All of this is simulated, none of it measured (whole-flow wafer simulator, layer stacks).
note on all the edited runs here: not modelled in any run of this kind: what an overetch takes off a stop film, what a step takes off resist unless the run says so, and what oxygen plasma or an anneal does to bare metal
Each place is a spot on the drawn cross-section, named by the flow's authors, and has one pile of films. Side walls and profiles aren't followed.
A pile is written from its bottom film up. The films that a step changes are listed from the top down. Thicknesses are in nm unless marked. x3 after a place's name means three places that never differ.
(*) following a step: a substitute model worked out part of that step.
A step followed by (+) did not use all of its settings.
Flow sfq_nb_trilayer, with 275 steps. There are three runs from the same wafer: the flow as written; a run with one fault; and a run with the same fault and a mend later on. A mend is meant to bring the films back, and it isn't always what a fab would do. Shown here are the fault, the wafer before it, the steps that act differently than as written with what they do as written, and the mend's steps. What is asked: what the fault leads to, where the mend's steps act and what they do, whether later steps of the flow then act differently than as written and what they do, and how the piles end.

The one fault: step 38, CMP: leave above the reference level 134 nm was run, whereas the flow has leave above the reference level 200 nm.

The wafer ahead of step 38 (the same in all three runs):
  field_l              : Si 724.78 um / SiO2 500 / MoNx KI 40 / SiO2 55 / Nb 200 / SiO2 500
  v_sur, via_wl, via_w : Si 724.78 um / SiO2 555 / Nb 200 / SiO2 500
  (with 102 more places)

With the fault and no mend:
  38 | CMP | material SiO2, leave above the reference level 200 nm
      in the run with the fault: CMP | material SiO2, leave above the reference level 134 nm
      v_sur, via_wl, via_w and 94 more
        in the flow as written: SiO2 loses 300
        in the run with the fault: SiO2 loses 366
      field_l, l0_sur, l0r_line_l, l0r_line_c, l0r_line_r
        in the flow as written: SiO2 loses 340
        in the run with the fault: SiO2 loses 406
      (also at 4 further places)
  Steps further on in the flow that do not act as written (not shown: 4 more steps that differ only slightly, by at most 2% or 0.5 nm, whichever is larger):
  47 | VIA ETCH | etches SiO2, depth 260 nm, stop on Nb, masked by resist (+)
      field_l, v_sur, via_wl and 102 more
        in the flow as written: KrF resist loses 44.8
        in the run with the fault: KrF resist loses 34.6
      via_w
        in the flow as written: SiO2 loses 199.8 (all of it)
        in the run with the fault: SiO2 loses 133.8 (all of it)
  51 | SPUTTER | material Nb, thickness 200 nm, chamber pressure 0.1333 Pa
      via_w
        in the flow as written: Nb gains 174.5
        in the run with the fault: Nb gains 187.9
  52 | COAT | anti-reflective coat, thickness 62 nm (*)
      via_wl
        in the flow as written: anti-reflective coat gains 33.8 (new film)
        in the run with the fault: anti-reflective coat gains 36.6 (new film)
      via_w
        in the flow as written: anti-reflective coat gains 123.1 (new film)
        in the run with the fault: anti-reflective coat gains 108.2 (new film)
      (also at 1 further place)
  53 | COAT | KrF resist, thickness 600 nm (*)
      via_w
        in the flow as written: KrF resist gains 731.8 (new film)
        in the run with the fault: KrF resist gains 678 (new film)
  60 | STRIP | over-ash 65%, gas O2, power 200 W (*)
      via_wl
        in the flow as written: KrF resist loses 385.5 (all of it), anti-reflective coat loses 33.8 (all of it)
        in the run with the fault: KrF resist loses 390.9 (all of it), anti-reflective coat loses 36.6 (all of it)
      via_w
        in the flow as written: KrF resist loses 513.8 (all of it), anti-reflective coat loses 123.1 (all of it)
        in the run with the fault: KrF resist loses 460.1 (all of it), anti-reflective coat loses 108.2 (all of it)
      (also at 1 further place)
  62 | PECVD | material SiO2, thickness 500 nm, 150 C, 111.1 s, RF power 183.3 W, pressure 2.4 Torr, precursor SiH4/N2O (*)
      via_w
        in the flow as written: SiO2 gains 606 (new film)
        in the run with the fault: SiO2 gains 502.2 (new film)
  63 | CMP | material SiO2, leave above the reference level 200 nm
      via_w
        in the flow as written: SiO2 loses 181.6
        in the run with the fault: SiO2 loses 157.1
  The piles end different from the flow's at field_l, v_sur, via_wl and 102 more by more than 2% or 0.5 nm, whichever is larger.
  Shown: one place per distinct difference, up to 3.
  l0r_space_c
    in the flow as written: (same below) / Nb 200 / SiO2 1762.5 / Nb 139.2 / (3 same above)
    in the run with the fault: (same below) / Nb 200 / SiO2 1696.5 / Nb 139.2 / (3 same above)
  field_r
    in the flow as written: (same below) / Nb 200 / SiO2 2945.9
    in the run with the fault: (same below) / Nb 200 / SiO2 2879.9
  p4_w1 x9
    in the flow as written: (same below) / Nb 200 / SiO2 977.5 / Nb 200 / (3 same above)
    in the run with the fault: (same below) / Nb 200 / SiO2 911.5 / Nb 200 / (3 same above)

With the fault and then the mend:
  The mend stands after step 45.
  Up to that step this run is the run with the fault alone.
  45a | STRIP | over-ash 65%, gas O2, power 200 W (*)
      field_l, v_sur, via_wl and 102 more
        KrF resist loses 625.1 (all of it), anti-reflective coat loses 62 (all of it)
      via_w
        anti-reflective coat loses 62 (all of it)
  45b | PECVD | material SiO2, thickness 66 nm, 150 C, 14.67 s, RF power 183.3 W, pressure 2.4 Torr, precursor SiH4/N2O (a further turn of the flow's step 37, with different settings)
      field_l, v_sur, via_wl and 103 more
        SiO2 gains 66
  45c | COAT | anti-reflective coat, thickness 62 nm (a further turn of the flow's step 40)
      field_l, v_sur, via_wl and 103 more
        anti-reflective coat gains 62 (new film)
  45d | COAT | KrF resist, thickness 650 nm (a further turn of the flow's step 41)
      field_l, v_sur, via_wl and 103 more
        KrF resist gains 650 (new film)
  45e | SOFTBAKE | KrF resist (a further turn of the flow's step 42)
      alters no film at any place that is followed
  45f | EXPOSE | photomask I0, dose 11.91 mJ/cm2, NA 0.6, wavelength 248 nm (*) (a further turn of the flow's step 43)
      alters no film at any place that is followed
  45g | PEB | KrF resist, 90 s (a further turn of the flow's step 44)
      field_l, v_sur, via_wl and 103 more
        KrF resist loses 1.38
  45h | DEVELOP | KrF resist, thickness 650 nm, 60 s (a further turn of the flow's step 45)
      field_l, v_sur, via_wl and 102 more
        KrF resist loses 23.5
      via_w
        KrF resist loses 648.6 (all of it)
  None of the later steps of the flow differs from how it acts as written, at any place that is followed, by more than 2% or 0.5 nm, whichever is larger.
  The piles end only slightly different from the flow's at the places that both follow, by no more than 2% or 0.5 nm, whichever is larger.
